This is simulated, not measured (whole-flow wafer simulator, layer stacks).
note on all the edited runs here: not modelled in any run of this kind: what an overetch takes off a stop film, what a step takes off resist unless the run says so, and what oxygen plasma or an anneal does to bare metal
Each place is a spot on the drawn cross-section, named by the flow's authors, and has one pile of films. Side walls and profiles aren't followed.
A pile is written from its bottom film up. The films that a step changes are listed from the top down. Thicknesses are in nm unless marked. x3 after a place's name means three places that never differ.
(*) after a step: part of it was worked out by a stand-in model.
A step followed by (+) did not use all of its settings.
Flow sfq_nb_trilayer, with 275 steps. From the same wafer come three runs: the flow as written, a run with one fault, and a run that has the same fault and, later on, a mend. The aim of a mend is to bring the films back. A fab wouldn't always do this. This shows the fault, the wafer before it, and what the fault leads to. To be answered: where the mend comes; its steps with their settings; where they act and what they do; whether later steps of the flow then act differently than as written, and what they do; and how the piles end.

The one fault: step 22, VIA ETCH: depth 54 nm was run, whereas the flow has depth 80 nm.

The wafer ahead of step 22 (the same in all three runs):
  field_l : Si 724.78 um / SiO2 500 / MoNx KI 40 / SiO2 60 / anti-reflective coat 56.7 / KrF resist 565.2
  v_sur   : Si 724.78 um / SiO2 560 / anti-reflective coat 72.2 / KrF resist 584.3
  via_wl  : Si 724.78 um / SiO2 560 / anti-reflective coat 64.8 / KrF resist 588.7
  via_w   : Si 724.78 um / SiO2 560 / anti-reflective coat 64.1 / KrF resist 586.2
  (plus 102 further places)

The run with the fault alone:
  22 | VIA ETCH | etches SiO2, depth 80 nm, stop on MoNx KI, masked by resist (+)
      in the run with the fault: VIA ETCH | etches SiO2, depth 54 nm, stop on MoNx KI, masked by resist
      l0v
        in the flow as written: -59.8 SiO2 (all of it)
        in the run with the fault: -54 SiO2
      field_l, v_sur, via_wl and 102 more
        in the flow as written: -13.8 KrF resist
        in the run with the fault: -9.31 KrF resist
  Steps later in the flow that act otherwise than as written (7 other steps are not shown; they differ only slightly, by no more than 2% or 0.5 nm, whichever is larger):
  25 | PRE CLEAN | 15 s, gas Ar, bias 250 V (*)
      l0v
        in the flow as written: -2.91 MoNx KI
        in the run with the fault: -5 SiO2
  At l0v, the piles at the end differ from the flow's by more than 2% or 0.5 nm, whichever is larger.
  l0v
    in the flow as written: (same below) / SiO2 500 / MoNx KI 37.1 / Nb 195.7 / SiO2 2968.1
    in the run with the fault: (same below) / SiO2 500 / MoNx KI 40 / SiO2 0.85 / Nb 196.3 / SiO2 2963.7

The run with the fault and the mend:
  The mend follows step 22.
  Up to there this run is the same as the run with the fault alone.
  22a | VIA ETCH | etches SiO2, depth 26 nm, stop on MoNx KI, masked by resist (+) (a further turn of the flow's step 22, with different settings)
      field_l, v_sur, via_wl and 102 more
        -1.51 KrF resist
      l0v
        -5.85 SiO2 (all of it)
  Later steps of the flow that are run all act as written at every place that is followed, up to a difference of at most 2% or 0.5 nm, whichever is larger.
  By the end, the piles equal the flow's at every place that both follow.
